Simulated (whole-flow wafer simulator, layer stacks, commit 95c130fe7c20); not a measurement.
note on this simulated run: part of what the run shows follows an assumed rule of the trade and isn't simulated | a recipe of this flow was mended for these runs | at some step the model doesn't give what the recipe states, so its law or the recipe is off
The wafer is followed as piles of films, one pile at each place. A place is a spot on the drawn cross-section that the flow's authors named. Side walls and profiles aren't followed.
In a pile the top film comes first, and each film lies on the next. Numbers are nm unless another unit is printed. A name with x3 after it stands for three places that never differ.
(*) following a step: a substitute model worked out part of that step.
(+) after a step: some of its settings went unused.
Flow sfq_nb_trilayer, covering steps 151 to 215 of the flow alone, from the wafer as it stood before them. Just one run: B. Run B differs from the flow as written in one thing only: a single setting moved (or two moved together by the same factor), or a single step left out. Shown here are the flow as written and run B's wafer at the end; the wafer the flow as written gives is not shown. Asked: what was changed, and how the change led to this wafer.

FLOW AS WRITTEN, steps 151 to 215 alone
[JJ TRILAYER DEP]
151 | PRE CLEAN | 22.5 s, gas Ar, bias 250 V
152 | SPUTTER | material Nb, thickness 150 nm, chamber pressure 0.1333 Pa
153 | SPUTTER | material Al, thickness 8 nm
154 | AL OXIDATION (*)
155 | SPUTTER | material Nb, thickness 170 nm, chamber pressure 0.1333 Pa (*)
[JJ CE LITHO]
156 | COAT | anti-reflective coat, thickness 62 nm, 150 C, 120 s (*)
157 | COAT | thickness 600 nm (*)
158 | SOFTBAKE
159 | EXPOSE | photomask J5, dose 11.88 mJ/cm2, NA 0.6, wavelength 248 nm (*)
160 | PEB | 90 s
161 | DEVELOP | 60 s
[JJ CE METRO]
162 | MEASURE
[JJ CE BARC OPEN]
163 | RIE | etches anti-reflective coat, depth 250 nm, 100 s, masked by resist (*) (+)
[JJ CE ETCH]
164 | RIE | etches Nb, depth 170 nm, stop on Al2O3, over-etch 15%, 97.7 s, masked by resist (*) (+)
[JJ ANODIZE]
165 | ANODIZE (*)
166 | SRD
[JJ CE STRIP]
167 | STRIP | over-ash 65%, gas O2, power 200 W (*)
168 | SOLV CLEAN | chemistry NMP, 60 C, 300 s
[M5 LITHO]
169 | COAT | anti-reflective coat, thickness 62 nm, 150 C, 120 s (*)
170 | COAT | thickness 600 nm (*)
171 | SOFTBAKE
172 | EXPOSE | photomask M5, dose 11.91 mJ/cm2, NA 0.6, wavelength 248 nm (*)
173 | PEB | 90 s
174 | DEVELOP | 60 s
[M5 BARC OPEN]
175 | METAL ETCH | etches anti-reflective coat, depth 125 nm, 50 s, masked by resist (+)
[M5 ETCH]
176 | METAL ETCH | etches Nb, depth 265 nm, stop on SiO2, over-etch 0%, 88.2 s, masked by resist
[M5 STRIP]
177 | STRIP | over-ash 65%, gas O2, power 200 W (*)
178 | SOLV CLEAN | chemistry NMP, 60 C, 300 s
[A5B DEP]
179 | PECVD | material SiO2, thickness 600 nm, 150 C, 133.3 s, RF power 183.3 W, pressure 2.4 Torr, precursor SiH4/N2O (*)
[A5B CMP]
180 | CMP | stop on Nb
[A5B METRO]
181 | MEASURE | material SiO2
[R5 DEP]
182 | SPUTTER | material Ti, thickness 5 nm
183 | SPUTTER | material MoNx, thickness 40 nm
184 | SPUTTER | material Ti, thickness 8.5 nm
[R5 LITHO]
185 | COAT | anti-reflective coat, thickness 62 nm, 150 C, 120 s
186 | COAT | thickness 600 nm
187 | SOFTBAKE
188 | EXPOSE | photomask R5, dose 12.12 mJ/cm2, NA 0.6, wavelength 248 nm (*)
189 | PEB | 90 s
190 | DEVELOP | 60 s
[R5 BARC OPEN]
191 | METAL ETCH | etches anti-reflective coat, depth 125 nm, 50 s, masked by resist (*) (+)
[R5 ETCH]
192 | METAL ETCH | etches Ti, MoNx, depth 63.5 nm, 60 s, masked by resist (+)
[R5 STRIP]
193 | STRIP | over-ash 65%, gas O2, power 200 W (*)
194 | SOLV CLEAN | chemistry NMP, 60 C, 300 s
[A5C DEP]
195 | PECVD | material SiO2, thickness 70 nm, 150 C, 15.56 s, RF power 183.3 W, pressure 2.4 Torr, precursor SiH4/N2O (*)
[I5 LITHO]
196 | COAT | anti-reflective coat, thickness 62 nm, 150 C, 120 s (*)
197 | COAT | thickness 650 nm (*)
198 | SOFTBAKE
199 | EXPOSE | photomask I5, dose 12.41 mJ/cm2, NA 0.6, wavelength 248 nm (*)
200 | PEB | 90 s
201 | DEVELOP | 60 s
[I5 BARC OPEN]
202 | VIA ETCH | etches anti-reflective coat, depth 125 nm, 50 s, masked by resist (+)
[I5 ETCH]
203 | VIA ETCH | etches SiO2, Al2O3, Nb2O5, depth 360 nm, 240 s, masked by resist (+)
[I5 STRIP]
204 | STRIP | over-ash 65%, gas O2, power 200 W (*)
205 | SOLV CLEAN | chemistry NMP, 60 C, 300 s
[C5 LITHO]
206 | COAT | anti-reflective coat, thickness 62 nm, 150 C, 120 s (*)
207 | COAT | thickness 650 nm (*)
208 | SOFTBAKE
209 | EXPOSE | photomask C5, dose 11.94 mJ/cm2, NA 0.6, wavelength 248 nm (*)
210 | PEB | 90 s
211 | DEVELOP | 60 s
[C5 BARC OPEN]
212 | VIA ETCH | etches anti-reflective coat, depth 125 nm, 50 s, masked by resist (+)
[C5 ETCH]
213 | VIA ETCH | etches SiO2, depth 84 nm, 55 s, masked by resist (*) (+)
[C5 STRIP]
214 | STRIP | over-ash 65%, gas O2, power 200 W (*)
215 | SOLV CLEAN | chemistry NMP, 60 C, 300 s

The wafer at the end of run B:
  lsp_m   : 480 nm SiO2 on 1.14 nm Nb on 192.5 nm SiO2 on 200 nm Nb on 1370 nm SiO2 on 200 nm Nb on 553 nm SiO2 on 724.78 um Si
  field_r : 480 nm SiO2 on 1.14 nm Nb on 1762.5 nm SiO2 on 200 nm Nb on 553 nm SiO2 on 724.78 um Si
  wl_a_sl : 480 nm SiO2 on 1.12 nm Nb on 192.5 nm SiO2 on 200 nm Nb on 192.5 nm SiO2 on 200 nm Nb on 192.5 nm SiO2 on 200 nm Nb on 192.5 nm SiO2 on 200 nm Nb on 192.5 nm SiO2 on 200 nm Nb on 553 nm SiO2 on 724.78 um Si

The reason: step 152, SPUTTER: thickness 234.4 nm was run, though the flow has thickness 150 nm.

The path from the change to this, step by step:
  152 | SPUTTER | material Nb, thickness 150 nm, chamber pressure 0.1333 Pa
      field_l, v_sur, via_sp and 100 more: +234.4 Nb (new film) (as written it would have been: +150 Nb (new film))
      via_wl, via_w, via_wr: +203.9 Nb (as written it would have been: +129.8 Nb)
  153 | SPUTTER | material Al, thickness 8 nm
      via_wl, via_wr: +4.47 Al (new film) (as written it would have been: +5.13 Al (new film))
  155 | SPUTTER | material Nb, thickness 170 nm, chamber pressure 0.1333 Pa (*)
      via_wl, via_wr: +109 Nb (new film) (as written it would have been: +139.9 Nb (new film))
      via_w: +154.3 Nb (new film) (as written it would have been: +140.2 Nb (new film))
  156 | COAT | anti-reflective coat, thickness 62 nm, 150 C, 120 s (*)
      via_wl, via_wr: +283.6 anti-reflective coat (new film) (as written it would have been: +224.3 anti-reflective coat (new film))
      via_w: +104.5 anti-reflective coat (new film) (as written it would have been: +97.3 anti-reflective coat (new film))
  157 | COAT | thickness 600 nm (*)
      via_wl: +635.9 KrF-resist-other-grade (new film) (as written it would have been: +650.9 KrF-resist-other-grade (new film))
      via_wr: +636.4 KrF-resist-other-grade (new film) (as written it would have been: +651.4 KrF-resist-other-grade (new film))
  161 | DEVELOP | 60 s
      via_wl: -634.6 KrF-resist-other-grade (all of it) (as written it would have been: -649.5 KrF-resist-other-grade (all of it))
      via_wr: -635.1 KrF-resist-other-grade (all of it) (as written it would have been: -650 KrF-resist-other-grade (all of it))
  163 | RIE | etches anti-reflective coat, depth 250 nm, 100 s, masked by resist (*) (+)
      via_wl, via_wr: -250 anti-reflective coat (as written it would have been: -224.3 anti-reflective coat (all of it))
      via_w: -104.5 anti-reflective coat (all of it) (as written it would have been: -97.3 anti-reflective coat (all of it))
  164 | RIE | etches Nb, depth 170 nm, stop on Al2O3, over-etch 15%, 97.7 s, masked by resist (*) (+)
      via_wl, via_wr: -33.6 anti-reflective coat (all of it), -109 Nb (all of it), -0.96 Al2O3 (all of it) (as written it would have been: -139.9 Nb (all of it), -0.96 Al2O3 (all of it))
      via_w: -154.3 Nb (all of it), -0.96 Al2O3 (all of it) (as written it would have been: -140.2 Nb (all of it), -0.96 Al2O3 (all of it))
  165 | ANODIZE (*)
      via_wl, via_wr: +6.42 Al2O3 (new film), +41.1 Nb2O5 (new film), -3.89 Al (all of it), -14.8 Nb (as written it would have been: +7.51 Al2O3 (new film), +39.2 Nb2O5 (new film), -4.55 Al (all of it), -14.1 Nb)
      via_w: +10.2 Al2O3 (new film), +34.4 Nb2O5 (new film), -6.18 Al (all of it), -12.4 Nb (as written it would have been: +10.7 Al2O3 (new film), +33.4 Nb2O5 (new film), -6.51 Al (all of it), -12 Nb)
  169 | COAT | anti-reflective coat, thickness 62 nm, 150 C, 120 s (*)
      via_wl, via_wr: +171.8 anti-reflective coat (new film) (as written it would have been: +184 anti-reflective coat (new film))
      field_l: +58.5 anti-reflective coat (new film) (as written it would have been: +61.6 anti-reflective coat (new film))
      (also at 3 further places)
  170 | COAT | thickness 600 nm (*)
      via_wl: +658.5 KrF-resist-other-grade (new film) (as written it would have been: +645 KrF-resist-other-grade (new film))
      via_wr: +660 KrF-resist-other-grade (new film) (as written it would have been: +646 KrF-resist-other-grade (new film))
  175 | METAL ETCH | etches anti-reflective coat, depth 125 nm, 50 s, masked by resist (+)
      field_l: -58.5 anti-reflective coat (all of it), -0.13 Al2O3 (as written it would have been: -61.6 anti-reflective coat (all of it), -0.13 Al2O3)
  176 | METAL ETCH | etches Nb, depth 265 nm, stop on SiO2, over-etch 0%, 88.2 s, masked by resist
      field_l, res, r_end and 47 more: -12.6 Al2O3 (all of it), -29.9 Nb2O5 (all of it), -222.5 Nb (as written it would have been: -12.6 Al2O3 (all of it), -29.9 Nb2O5 (all of it), -139.2 Nb (all of it), -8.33 SiO2)
      r_sur, wl_a_sl, wl_a_m6: -12.5 Al2O3 (all of it), -29.9 Nb2O5 (all of it), -222.5 Nb (as written it would have been: -12.5 Al2O3 (all of it), -29.9 Nb2O5 (all of it), -139.2 Nb (all of it), -8.33 SiO2)
  177 | STRIP | over-ash 65%, gas O2, power 200 W (*)
      v_sur: -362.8 KrF-resist-other-grade (all of it), -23 anti-reflective coat (all of it) (as written it would have been: -366.5 KrF-resist-other-grade (all of it), -26.6 anti-reflective coat (all of it))
      via_wl: -431.6 KrF-resist-other-grade (all of it), -171.8 anti-reflective coat (all of it) (as written it would have been: -418.2 KrF-resist-other-grade (all of it), -184 anti-reflective coat (all of it))
      (also at 3 further places)
  179 | PECVD | material SiO2, thickness 600 nm, 150 C, 133.3 s, RF power 183.3 W, pressure 2.4 Torr, precursor SiH4/N2O (*)
      field_l, p4_fl x5, p4_w1 x9 and 27 more: +600 SiO2 (new film) (as written it would have been: +600 SiO2)
      r_sur, res, r_end, moat, field_r, lsp_l: +590.4 SiO2 (new film) (as written it would have been: +593.1 SiO2)
      (also at 5 further places)
  180 | CMP | stop on Nb
      field_l, p4_fl x5, p4_w1 x9 and 25 more: -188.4 SiO2 (as written it would have been: -263.3 SiO2)
      r_sur, res, r_end, moat, field_r, lsp_l: -178.7 SiO2 (as written it would have been: -256.4 SiO2)
      (also at 10 further places)
With metal films that touch counted as one body, lsp_m has 3 bodies (between them, from the top down: SiO2 192.5; SiO2 1370); the flow as written gives 2 bodies (between them, from the top down: SiO2 1370).
With metal films that touch counted as one body, field_r has 2 bodies (between them, from the top down: SiO2 1762.5); the flow as written gives 1 body.
With metal films that touch counted as one body, wl_a_sl has 6 bodies (between them, from the top down: SiO2 192.5; SiO2 192.5; SiO2 192.5; SiO2 192.5; SiO2 192.5); the flow as written gives 5 bodies (between them, from the top down: SiO2 192.5; SiO2 192.5; SiO2 192.5; SiO2 192.5).
